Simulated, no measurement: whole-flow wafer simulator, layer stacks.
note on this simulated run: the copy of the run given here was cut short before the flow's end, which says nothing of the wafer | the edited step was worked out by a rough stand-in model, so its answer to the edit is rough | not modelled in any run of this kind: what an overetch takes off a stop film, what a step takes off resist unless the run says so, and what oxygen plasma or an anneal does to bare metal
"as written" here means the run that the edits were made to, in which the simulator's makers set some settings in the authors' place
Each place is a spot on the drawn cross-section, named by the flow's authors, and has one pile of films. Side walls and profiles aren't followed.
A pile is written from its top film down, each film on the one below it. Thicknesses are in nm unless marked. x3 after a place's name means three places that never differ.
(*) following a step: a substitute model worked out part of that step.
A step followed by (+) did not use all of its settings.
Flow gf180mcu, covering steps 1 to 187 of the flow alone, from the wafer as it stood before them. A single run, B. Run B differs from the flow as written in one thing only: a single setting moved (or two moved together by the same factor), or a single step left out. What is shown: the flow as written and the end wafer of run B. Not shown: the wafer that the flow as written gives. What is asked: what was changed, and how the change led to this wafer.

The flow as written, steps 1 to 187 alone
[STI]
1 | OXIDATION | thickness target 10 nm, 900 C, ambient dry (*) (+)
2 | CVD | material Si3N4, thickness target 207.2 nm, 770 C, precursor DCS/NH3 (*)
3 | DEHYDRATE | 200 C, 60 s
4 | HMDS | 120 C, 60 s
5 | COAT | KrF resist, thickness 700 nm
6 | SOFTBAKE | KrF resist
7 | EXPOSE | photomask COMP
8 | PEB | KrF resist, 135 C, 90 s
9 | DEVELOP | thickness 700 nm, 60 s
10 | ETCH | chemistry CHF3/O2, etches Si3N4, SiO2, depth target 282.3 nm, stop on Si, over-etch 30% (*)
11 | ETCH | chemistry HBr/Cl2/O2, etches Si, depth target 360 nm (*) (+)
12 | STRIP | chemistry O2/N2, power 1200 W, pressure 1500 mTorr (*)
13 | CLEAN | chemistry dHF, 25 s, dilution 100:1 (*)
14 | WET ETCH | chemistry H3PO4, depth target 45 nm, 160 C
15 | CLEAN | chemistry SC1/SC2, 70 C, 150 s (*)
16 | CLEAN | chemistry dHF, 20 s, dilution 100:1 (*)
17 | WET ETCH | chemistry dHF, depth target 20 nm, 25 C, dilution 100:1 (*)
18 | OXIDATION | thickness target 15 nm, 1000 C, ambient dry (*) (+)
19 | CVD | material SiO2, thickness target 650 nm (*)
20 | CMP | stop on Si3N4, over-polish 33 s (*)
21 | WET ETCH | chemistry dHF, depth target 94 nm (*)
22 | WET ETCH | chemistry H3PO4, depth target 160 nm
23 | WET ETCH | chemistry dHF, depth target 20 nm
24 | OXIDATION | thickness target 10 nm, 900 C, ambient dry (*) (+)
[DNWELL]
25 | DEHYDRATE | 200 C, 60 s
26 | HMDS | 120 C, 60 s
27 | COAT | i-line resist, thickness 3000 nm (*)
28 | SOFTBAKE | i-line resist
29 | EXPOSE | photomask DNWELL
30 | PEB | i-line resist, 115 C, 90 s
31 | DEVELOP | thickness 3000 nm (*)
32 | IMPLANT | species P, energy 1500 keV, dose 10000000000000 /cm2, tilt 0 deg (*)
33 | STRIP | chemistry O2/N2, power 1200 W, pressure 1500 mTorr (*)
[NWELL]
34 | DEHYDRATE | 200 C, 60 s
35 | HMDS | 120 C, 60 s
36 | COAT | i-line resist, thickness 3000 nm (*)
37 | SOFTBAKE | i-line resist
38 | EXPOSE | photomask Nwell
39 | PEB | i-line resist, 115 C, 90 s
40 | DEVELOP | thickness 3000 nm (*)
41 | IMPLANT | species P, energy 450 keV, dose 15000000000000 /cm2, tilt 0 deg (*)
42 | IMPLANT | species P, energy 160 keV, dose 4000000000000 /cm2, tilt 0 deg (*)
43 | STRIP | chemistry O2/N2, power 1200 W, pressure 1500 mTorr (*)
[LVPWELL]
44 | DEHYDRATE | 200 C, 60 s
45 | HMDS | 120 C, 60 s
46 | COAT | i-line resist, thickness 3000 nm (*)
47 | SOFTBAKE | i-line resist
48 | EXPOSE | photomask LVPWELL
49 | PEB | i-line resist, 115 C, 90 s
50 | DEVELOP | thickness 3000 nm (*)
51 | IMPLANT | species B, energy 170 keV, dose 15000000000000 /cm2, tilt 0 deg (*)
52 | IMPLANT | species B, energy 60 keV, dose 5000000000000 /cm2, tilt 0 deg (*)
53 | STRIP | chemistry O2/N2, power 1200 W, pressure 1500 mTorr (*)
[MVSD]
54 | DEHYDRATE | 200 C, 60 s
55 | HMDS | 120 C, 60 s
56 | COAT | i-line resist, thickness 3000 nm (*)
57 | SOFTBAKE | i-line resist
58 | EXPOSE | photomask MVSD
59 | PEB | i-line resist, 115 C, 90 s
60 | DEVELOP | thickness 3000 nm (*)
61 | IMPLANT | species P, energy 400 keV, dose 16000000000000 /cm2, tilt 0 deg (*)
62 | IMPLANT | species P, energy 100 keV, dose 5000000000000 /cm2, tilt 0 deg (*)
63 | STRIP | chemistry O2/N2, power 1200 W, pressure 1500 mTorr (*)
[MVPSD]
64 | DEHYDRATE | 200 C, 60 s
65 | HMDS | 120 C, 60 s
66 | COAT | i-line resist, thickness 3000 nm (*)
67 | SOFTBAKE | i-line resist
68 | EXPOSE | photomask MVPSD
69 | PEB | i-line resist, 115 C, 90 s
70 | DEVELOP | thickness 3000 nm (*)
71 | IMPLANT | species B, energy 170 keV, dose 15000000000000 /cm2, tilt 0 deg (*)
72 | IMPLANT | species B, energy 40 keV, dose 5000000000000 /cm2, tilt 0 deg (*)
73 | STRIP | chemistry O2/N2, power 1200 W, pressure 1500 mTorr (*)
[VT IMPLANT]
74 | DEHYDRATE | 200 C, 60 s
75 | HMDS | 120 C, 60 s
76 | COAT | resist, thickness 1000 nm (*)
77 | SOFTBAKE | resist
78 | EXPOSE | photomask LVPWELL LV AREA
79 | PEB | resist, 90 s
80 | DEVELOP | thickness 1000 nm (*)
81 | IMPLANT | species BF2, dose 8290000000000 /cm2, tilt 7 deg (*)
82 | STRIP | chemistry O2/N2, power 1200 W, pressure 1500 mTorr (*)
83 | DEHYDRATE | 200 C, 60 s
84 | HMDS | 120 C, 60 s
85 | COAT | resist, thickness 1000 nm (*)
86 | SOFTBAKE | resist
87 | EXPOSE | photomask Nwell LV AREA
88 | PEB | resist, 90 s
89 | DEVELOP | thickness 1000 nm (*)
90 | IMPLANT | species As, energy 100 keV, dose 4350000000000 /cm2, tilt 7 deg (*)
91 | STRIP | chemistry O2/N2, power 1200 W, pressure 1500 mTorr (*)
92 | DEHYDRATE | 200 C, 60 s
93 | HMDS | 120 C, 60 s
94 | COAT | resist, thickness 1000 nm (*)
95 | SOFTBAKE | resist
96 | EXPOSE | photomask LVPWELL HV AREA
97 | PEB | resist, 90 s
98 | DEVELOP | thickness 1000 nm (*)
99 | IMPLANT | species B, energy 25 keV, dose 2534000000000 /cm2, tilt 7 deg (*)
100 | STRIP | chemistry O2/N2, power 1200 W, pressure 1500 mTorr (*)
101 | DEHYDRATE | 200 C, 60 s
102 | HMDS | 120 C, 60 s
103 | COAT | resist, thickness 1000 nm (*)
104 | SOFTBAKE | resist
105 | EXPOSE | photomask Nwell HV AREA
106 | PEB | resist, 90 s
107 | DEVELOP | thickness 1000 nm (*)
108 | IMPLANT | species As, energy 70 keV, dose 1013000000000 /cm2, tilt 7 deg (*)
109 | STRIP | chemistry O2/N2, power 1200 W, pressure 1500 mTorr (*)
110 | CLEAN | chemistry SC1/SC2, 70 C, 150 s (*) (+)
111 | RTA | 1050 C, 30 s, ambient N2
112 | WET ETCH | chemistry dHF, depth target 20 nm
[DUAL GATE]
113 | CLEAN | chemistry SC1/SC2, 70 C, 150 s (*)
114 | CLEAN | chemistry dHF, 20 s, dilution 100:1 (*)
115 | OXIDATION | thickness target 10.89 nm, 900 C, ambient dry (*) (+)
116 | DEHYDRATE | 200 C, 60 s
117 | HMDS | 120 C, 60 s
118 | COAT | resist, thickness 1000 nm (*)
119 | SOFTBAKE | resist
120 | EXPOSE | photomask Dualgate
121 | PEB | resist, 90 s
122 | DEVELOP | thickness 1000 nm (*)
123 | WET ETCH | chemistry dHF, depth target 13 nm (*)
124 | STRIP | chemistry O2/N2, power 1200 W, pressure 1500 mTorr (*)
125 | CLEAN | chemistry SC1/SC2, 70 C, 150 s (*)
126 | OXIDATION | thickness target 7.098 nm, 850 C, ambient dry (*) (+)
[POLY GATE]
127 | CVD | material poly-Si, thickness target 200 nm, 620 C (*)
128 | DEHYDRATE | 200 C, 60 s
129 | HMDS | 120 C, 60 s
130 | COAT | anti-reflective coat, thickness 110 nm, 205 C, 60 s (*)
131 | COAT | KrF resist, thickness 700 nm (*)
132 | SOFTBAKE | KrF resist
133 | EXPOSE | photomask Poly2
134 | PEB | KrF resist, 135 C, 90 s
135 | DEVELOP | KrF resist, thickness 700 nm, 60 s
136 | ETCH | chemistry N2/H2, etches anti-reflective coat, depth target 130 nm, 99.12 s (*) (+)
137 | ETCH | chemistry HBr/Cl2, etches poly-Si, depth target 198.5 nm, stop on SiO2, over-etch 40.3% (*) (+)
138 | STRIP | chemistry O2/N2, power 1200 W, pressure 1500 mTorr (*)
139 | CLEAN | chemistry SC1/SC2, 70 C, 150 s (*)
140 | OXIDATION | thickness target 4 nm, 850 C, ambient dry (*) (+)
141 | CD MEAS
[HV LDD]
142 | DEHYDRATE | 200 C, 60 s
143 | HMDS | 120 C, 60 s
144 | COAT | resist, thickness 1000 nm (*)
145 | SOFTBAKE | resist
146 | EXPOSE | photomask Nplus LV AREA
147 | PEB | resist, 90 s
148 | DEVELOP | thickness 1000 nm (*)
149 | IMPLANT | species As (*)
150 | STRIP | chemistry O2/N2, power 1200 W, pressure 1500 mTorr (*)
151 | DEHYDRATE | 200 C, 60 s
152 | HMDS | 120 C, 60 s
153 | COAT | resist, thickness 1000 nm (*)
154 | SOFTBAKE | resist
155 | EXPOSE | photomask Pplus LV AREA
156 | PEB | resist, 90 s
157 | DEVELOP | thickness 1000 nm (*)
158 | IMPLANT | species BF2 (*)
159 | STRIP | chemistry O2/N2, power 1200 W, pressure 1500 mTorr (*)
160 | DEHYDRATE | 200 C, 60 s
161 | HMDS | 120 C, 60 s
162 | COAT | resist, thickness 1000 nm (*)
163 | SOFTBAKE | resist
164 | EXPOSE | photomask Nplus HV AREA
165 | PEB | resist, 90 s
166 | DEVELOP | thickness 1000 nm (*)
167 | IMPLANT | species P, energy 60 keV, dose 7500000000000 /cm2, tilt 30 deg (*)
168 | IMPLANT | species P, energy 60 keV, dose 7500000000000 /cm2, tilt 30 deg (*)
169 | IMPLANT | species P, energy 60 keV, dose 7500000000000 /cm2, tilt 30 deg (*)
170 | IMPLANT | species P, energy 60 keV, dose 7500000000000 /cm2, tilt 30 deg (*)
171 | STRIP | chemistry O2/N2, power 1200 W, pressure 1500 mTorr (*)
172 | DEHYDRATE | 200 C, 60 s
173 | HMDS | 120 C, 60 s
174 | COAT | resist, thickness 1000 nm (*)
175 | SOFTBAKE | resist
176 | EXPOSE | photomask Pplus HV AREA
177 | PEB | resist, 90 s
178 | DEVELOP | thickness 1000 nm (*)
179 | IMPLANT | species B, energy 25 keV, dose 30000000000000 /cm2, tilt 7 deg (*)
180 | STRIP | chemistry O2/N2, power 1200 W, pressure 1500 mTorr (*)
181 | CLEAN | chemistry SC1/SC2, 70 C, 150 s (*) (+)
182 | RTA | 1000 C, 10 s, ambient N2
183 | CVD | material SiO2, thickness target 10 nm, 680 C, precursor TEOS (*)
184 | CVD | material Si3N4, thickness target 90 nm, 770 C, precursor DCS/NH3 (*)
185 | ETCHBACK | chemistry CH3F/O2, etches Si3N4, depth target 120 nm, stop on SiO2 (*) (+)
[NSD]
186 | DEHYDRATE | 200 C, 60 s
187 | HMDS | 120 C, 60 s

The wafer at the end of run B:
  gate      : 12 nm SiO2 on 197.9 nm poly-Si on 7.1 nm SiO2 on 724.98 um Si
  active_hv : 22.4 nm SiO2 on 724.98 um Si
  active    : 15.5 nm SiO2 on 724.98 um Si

What caused this: step 183, CVD: thickness target 10.8 nm was run, though the flow has thickness target 10 nm.

The path from the change to this, step by step:
  183 | CVD | material SiO2, thickness target 10 nm, 680 C, precursor TEOS (*)
      field, field__w1, field__w2 and 99 more: SiO2 gains 10.8 (as written it would have been: SiO2 gains 10)
      ld_drift_p: SiO2 gains 10.7 (as written it would have been: SiO2 gains 9.87)
      (and at 1 other place as well)
